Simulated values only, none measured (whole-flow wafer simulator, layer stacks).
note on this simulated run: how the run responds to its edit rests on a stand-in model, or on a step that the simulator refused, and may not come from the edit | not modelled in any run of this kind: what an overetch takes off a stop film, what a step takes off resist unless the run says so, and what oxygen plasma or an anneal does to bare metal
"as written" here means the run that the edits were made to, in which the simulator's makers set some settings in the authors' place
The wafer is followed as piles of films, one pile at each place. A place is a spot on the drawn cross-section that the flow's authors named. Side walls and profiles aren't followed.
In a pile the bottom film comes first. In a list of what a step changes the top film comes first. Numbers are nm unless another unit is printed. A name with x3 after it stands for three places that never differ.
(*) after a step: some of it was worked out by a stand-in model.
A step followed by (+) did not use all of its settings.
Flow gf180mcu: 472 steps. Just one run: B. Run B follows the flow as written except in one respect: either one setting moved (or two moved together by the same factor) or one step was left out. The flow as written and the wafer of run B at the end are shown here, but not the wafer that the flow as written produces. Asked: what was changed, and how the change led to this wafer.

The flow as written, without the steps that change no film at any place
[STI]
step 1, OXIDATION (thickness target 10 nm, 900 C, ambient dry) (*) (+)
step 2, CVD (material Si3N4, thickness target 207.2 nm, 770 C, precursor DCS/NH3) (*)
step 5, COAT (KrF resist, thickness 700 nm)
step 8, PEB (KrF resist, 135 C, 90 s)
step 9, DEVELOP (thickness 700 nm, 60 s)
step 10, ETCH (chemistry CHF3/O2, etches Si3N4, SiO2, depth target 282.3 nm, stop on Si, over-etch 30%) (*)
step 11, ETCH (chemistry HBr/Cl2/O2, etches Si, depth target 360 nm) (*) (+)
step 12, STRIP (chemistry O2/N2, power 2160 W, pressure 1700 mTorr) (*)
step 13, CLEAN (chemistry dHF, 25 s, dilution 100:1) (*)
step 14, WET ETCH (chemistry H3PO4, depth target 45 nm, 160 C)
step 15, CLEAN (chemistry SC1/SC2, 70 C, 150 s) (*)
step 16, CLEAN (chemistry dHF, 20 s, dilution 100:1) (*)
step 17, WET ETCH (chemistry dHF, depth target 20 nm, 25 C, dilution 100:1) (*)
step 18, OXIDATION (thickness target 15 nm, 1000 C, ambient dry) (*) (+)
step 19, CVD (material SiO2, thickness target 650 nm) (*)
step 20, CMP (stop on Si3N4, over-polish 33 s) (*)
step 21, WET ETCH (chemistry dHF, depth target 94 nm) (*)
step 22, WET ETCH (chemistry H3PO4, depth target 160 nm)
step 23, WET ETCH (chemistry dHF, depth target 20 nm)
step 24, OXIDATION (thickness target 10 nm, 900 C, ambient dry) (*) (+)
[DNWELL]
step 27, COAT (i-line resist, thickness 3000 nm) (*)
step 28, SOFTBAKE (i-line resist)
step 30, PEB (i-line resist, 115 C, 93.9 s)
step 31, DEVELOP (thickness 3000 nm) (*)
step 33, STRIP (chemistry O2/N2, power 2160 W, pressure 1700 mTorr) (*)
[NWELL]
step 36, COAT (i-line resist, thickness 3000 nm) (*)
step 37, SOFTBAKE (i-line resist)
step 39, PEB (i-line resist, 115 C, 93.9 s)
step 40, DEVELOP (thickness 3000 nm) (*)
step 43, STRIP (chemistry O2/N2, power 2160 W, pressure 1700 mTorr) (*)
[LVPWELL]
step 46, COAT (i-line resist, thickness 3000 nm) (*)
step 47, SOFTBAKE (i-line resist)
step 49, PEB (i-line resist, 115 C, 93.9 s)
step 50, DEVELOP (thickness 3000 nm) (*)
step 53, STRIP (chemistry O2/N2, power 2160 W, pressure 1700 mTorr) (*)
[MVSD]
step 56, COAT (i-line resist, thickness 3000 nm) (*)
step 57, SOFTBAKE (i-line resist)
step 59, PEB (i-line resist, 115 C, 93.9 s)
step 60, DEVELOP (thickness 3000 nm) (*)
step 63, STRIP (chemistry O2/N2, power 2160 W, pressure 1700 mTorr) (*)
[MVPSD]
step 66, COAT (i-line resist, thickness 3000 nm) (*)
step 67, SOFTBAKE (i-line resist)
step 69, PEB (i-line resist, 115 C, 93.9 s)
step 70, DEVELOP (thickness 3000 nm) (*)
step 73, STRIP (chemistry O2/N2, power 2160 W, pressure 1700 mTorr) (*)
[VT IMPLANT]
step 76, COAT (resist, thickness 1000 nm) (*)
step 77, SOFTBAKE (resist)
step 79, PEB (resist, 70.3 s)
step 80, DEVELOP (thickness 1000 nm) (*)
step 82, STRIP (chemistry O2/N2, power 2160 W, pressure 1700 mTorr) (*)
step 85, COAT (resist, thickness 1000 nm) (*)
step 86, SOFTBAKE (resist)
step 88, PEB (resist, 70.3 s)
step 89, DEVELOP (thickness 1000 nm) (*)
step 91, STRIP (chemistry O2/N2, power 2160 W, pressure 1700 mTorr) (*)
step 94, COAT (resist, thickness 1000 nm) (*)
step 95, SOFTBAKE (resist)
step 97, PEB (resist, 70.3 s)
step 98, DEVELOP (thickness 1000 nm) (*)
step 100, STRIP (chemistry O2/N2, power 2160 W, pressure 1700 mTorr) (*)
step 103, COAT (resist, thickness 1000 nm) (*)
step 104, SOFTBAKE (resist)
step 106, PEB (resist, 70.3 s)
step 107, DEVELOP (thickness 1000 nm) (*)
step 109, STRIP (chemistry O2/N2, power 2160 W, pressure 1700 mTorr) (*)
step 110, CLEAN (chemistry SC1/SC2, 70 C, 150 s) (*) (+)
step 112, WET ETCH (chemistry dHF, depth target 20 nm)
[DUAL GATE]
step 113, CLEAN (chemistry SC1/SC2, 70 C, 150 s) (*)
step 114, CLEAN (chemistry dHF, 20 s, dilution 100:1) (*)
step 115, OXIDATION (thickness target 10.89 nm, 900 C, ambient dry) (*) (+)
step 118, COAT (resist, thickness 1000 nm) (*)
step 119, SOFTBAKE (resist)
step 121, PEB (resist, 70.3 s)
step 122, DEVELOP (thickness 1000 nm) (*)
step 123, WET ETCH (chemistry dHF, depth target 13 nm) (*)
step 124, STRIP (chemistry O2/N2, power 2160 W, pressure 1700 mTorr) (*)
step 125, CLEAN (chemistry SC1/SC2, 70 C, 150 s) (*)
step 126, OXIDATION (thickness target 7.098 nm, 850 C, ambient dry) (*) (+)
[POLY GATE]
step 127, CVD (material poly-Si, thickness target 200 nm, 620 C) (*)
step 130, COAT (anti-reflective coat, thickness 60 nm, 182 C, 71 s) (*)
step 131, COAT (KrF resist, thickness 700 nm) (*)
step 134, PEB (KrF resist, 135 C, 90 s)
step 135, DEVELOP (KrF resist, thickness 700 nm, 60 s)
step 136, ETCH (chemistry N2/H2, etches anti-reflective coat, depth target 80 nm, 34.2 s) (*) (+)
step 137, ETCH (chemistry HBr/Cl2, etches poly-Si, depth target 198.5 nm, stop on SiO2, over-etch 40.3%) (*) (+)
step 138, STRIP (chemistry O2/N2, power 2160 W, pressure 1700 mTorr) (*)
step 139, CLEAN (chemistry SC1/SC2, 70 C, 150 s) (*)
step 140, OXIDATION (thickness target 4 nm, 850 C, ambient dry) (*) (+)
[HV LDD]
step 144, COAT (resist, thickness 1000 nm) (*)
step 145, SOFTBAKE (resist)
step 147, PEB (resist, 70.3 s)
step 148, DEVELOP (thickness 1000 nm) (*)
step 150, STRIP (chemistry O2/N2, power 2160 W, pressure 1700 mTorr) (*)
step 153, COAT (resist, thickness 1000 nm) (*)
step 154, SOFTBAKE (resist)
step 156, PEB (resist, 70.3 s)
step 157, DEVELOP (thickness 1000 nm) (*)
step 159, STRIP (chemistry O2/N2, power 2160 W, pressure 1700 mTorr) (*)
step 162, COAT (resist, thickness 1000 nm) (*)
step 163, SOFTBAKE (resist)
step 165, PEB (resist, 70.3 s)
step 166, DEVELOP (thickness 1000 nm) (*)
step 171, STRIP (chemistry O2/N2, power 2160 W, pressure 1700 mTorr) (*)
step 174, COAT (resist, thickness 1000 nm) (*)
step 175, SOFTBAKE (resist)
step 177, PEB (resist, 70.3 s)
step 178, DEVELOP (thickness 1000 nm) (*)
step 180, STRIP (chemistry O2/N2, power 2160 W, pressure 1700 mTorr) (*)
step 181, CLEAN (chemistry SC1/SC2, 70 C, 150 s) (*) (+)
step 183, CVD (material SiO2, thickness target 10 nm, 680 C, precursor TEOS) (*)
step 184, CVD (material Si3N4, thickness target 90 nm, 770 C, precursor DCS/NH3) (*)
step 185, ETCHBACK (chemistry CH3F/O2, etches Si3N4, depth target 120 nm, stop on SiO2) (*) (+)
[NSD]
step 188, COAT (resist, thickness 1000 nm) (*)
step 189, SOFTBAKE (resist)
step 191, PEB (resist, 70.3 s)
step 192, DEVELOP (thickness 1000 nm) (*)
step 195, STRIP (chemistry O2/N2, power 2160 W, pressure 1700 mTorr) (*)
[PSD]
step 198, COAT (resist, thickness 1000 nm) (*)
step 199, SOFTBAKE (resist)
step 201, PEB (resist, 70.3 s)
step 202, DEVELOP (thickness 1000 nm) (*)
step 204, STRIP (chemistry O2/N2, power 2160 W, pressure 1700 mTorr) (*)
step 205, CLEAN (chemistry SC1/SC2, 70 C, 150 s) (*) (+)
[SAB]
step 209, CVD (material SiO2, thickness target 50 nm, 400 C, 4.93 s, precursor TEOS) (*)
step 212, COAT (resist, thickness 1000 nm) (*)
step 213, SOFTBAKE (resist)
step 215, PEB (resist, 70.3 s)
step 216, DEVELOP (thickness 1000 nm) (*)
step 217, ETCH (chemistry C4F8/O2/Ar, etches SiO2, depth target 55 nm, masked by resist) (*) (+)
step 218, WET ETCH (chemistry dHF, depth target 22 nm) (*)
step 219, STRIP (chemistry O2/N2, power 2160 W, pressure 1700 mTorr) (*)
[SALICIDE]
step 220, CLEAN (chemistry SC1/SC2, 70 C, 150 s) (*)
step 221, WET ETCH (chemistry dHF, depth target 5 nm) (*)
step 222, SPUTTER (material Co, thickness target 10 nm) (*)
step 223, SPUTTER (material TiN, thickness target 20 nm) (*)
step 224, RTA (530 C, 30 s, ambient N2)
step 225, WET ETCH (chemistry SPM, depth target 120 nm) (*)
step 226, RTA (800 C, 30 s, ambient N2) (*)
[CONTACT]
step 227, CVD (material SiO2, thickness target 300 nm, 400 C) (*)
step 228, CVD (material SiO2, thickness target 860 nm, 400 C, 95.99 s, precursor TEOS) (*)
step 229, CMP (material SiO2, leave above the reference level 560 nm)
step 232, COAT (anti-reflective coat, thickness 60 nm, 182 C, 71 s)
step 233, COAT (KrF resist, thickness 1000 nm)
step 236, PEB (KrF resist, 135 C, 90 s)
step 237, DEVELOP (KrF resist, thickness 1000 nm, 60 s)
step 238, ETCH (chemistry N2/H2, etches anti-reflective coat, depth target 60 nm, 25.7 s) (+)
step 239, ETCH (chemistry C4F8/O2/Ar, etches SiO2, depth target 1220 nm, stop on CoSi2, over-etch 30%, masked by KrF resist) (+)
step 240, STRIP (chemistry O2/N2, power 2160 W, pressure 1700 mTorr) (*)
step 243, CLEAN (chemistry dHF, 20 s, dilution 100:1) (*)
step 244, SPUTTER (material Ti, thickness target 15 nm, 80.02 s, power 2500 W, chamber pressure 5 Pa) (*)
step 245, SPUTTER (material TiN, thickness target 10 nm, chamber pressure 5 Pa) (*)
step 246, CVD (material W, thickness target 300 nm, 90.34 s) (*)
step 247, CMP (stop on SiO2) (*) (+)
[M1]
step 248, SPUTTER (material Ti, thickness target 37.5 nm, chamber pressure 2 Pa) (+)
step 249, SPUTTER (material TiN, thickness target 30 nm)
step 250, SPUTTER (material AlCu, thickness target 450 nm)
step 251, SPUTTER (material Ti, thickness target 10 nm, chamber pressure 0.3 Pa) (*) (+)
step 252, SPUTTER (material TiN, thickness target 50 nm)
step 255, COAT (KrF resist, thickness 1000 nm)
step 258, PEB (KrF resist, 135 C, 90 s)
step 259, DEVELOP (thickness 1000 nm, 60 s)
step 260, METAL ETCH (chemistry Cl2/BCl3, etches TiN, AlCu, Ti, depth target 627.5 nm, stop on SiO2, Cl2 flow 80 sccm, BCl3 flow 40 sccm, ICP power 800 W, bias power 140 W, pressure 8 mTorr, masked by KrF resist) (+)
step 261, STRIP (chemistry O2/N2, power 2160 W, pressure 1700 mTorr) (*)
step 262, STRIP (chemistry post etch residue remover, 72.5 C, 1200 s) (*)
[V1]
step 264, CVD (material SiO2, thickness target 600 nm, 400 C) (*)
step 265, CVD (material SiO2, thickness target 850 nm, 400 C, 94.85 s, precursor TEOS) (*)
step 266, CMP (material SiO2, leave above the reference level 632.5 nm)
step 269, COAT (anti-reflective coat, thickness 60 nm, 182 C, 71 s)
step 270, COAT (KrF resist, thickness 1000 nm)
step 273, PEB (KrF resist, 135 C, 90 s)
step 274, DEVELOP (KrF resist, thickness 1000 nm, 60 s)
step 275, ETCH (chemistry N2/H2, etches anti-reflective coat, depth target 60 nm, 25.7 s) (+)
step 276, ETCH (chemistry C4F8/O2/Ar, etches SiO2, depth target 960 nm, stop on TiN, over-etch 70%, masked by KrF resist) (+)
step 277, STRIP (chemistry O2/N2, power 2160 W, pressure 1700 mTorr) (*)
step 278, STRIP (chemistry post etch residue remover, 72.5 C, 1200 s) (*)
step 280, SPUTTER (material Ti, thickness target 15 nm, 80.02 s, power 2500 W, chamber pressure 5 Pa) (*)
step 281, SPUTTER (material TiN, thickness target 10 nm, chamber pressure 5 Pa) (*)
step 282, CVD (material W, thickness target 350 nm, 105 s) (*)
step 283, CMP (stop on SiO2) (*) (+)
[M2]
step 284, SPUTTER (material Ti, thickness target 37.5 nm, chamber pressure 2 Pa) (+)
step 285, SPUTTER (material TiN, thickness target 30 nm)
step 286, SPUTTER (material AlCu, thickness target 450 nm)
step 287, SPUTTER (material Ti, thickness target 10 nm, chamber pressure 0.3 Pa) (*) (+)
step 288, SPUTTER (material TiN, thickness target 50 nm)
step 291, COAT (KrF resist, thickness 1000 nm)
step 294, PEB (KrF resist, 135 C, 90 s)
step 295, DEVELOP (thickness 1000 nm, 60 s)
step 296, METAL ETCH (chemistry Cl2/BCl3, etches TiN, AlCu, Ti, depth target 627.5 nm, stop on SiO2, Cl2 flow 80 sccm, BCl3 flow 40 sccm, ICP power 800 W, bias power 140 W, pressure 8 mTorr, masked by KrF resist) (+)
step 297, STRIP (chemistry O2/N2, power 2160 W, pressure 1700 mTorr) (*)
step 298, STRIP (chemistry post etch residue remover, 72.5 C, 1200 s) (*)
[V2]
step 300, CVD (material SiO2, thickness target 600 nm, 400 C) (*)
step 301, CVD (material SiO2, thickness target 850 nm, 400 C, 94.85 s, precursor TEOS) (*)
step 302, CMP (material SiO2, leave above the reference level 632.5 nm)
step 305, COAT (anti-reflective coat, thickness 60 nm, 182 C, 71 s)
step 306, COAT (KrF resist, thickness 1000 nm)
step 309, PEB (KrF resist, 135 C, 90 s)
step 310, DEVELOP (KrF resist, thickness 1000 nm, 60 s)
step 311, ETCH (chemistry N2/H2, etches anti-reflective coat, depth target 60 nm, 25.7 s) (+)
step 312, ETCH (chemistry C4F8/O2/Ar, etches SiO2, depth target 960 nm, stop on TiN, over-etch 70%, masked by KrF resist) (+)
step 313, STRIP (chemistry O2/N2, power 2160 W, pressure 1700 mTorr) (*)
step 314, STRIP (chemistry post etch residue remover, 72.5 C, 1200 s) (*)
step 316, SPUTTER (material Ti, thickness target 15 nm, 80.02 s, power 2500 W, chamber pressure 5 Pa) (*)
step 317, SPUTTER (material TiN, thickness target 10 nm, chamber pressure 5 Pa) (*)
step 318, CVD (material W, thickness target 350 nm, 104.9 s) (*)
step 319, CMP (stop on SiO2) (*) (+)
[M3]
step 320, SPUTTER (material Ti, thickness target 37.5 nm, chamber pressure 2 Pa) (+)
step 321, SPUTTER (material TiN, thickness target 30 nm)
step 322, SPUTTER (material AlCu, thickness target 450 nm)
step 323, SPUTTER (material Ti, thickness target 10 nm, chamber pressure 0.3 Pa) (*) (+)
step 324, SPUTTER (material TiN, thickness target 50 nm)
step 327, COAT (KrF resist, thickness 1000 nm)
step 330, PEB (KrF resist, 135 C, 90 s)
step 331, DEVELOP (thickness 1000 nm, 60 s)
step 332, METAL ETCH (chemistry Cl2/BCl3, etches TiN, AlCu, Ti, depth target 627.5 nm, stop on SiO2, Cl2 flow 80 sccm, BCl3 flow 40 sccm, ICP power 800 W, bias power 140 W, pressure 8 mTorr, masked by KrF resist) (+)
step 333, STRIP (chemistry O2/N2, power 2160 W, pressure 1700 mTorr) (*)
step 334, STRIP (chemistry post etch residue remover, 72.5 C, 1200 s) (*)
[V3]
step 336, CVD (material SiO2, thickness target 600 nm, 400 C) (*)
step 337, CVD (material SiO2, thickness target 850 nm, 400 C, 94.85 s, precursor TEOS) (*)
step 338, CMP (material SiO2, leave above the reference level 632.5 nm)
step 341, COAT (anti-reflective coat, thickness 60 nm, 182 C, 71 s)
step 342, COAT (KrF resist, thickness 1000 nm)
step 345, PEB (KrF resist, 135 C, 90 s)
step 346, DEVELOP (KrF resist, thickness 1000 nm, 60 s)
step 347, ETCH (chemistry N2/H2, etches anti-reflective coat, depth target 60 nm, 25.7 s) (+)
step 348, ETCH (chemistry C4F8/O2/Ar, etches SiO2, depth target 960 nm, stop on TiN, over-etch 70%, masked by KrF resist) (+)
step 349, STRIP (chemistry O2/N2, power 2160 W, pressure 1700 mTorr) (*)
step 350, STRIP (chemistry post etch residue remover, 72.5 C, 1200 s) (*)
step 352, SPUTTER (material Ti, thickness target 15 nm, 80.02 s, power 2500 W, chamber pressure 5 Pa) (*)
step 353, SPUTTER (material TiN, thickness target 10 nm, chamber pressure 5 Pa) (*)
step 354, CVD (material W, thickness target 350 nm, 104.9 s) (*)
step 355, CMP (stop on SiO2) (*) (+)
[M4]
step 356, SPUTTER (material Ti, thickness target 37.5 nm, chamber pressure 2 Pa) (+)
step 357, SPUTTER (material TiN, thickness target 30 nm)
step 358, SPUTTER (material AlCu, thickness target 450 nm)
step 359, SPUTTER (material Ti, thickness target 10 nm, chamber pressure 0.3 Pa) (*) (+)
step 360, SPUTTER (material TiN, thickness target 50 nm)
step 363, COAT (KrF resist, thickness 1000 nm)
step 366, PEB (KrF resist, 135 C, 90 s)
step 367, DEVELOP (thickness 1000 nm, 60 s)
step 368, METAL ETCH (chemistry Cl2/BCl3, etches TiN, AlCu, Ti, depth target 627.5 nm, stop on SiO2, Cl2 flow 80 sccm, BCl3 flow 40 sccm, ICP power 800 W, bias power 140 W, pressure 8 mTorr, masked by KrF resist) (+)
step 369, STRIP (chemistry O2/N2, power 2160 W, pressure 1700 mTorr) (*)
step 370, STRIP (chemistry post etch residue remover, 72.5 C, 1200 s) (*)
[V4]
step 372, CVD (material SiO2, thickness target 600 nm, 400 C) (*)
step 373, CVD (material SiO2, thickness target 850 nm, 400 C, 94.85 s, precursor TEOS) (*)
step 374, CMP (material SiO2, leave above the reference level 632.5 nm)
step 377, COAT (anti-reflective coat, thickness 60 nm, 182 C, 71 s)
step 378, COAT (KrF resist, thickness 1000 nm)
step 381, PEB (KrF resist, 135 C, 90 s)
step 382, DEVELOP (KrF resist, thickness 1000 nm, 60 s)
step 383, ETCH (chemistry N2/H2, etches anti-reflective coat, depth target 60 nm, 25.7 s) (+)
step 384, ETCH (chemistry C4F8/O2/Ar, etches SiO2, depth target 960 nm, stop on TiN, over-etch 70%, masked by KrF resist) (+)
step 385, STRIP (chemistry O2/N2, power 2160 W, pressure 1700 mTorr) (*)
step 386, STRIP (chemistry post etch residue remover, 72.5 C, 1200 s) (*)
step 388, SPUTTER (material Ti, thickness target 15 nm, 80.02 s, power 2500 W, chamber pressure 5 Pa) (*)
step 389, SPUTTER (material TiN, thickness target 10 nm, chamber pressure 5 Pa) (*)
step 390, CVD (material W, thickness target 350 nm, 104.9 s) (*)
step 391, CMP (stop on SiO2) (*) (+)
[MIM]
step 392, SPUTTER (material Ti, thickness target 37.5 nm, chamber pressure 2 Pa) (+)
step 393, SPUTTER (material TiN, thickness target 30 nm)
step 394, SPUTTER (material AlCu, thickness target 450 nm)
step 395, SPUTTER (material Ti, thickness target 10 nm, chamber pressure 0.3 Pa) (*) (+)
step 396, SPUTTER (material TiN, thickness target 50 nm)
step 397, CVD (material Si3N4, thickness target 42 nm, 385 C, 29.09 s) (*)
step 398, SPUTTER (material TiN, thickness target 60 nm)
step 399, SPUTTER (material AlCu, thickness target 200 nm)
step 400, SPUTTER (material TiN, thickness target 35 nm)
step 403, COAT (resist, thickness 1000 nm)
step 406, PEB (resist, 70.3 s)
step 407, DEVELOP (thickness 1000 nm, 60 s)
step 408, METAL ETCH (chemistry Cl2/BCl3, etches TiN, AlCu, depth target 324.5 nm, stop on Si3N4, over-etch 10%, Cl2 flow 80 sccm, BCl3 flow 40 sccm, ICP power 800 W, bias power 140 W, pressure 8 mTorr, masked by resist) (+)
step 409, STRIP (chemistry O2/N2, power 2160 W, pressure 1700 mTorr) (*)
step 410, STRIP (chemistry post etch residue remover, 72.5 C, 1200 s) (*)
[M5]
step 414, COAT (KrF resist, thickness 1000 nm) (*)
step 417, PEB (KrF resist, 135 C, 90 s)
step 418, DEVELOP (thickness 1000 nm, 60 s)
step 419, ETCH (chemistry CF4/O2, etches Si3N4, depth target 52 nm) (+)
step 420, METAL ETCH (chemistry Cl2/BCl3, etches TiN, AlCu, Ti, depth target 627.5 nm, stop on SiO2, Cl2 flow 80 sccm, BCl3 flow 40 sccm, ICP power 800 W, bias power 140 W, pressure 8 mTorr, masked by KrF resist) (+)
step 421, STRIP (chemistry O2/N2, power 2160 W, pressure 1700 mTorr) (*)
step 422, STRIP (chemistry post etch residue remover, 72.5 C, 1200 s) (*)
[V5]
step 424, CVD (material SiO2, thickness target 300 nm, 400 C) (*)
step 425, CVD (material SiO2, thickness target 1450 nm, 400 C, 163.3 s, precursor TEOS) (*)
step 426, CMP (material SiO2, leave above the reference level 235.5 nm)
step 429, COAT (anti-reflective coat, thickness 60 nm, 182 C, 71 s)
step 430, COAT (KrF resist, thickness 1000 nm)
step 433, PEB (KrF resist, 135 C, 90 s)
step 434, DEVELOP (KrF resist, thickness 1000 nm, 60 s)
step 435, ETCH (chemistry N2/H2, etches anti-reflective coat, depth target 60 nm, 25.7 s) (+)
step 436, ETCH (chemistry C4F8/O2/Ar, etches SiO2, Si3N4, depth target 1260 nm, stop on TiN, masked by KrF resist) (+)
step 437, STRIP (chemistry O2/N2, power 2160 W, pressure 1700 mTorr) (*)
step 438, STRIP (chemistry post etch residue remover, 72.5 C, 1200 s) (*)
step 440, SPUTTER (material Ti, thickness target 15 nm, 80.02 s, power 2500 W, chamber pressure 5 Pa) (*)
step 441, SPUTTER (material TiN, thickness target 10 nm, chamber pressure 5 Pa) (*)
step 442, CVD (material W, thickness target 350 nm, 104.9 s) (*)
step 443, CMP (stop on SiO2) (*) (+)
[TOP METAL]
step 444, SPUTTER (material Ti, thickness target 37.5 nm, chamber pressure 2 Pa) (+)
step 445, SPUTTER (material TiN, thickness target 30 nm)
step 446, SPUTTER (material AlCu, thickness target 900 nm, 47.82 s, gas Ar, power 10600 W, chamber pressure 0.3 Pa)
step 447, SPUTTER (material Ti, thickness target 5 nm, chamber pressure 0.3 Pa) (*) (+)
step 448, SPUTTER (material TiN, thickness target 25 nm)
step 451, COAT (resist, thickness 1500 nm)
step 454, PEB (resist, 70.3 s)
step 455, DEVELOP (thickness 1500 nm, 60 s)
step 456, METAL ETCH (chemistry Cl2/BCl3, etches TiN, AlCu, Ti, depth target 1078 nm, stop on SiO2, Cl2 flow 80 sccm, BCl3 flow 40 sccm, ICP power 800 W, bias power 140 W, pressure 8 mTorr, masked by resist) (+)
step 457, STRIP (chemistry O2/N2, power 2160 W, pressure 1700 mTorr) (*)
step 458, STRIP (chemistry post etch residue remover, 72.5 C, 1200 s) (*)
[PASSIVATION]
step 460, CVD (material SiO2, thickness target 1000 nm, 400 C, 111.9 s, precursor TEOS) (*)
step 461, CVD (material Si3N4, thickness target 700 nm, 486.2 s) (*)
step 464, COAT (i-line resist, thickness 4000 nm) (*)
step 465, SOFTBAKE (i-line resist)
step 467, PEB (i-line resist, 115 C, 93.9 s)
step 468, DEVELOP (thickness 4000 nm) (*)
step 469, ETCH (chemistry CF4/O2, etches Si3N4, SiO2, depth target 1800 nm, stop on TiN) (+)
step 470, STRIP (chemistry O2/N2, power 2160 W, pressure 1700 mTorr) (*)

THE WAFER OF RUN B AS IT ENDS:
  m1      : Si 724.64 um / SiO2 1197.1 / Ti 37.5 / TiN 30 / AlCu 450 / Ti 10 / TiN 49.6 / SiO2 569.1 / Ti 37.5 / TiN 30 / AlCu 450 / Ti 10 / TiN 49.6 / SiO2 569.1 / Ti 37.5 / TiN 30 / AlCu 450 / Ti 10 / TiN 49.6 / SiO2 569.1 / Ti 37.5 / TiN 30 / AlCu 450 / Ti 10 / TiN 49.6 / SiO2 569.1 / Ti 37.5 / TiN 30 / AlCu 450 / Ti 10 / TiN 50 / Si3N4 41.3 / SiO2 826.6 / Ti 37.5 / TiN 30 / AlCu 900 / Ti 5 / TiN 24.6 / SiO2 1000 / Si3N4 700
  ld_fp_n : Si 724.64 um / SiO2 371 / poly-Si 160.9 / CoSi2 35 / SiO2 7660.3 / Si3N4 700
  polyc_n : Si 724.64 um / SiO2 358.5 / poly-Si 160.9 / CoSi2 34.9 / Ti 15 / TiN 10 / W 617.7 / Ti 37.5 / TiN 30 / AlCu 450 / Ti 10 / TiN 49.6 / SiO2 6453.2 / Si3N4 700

Cause: step 112, WET ETCH: depth target 29 nm was run, whereas the flow has depth target 20 nm.

Step by step, how the change led to this:
  step 112, WET ETCH (chemistry dHF, depth target 20 nm)
      field, field__w2, field__w3 and 43 more: -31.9 SiO2 (as written it would have been: -22 SiO2)
  step 119, SOFTBAKE (resist)
      gate_p_hv: +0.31 resist (as written it would have been: +0.83 resist)
  step 130, COAT (anti-reflective coat, thickness 60 nm, 182 C, 71 s) (*)
      p_well, spacer, sd_n: +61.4 anti-reflective coat (new film) (as written it would have been: +70.9 anti-reflective coat (new film))
      ldn_ch, ldp_ch: +63.3 anti-reflective coat (new film) (as written it would have been: +66.7 anti-reflective coat (new film))
      (also at 70 further places)
  step 136, ETCH (chemistry N2/H2, etches anti-reflective coat, depth target 80 nm, 34.2 s) (*) (+)
      p_well, spacer, sd_n: -61.4 anti-reflective coat (all of it), -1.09 poly-Si (as written it would have been: -70.9 anti-reflective coat (all of it), -0.85 poly-Si)
      ldn_dft, ldp_dft: -53.9 anti-reflective coat (all of it), -1.28 poly-Si (as written it would have been: -48.7 anti-reflective coat (all of it), -1.42 poly-Si)
      (also at 49 further places)
  step 138, STRIP (chemistry O2/N2, power 2160 W, pressure 1700 mTorr) (*)
      gate: +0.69 chemical SiO2 (new film), -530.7 KrF resist (all of it), -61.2 anti-reflective coat (all of it), -0.3 poly-Si (as written it would have been: +0.68 chemical SiO2 (new film), -531.7 KrF resist (all of it), -65.5 anti-reflective coat (all of it), -0.3 poly-Si)
      gate_hv: +0.69 chemical SiO2 (new film), -526.1 KrF resist (all of it), -59.5 anti-reflective coat (all of it), -0.3 poly-Si (as written it would have been: +0.68 chemical SiO2 (new film), -528.4 KrF resist (all of it), -61 anti-reflective coat (all of it), -0.3 poly-Si)
      (also at 19 further places)
  step 145, SOFTBAKE (resist)
      field: +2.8 resist (as written it would have been: -0.3 resist)
      nw_enc_fld_lv__w3: -0.9 resist (as written it would have been: +2.63 resist)
      (also at 1 further place)
  step 154, SOFTBAKE (resist)
      field: +2.8 resist (as written it would have been: -0.3 resist)
      nw_enc_fld_lv__w3: -0.9 resist (as written it would have been: +2.63 resist)
      (also at 1 further place)
  step 163, SOFTBAKE (resist)
      field: +2.8 resist (as written it would have been: -0.3 resist)
      nw_enc_fld_lv__w3: -0.9 resist (as written it would have been: +2.63 resist)
      (also at 1 further place)
  step 175, SOFTBAKE (resist)
      field: +2.8 resist (as written it would have been: -0.3 resist)
      nw_enc_fld_lv__w3: -0.9 resist (as written it would have been: +2.63 resist)
      (also at 1 further place)
  step 189, SOFTBAKE (resist)
      active_hv: -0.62 resist (as written it would have been: +2.68 resist)
      nw_enc_fld_lv__w3: -1.69 resist (as written it would have been: +2.11 resist)
      (also at 1 further place)
  step 199, SOFTBAKE (resist)
      active_hv: -0.62 resist (as written it would have been: +2.68 resist)
      nw_enc_fld_lv__w3: -1.69 resist (as written it would have been: +2.11 resist)
      (also at 1 further place)
  step 213, SOFTBAKE (resist)
      nw_enc_fld_lv__w3: -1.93 resist (as written it would have been: +1.83 resist)
      field__w8: -2.45 resist (as written it would have been: -1.94 resist)
      (also at 1 further place)
  step 218, WET ETCH (chemistry dHF, depth target 22 nm) (*)
      sd_p_hv: -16 SiO2 (all of it) (as written it would have been: -15.2 SiO2 (all of it))
  step 223, SPUTTER (material TiN, thickness target 20 nm) (*)
      field__w12: +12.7 TiN (new film) (as written it would have been: +12 TiN (new film))
  step 225, WET ETCH (chemistry SPM, depth target 120 nm) (*)
      field__w12: -12.7 TiN (all of it), -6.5 Co (all of it) (as written it would have been: -12 TiN (all of it), -6.15 Co (all of it))
  step 229, CMP (material SiO2, leave above the reference level 560 nm)
      ldn_sep__w1, ldn_sep__w2, ldn_dft and 8 more: -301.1 SiO2 (as written it would have been: -311 SiO2)
      sti, mim_1p0, pad, dice_street, iso_nw_fld, iso_fld_sub: -287 SiO2 (as written it would have been: -296.8 SiO2)
      (also at 38 further places)
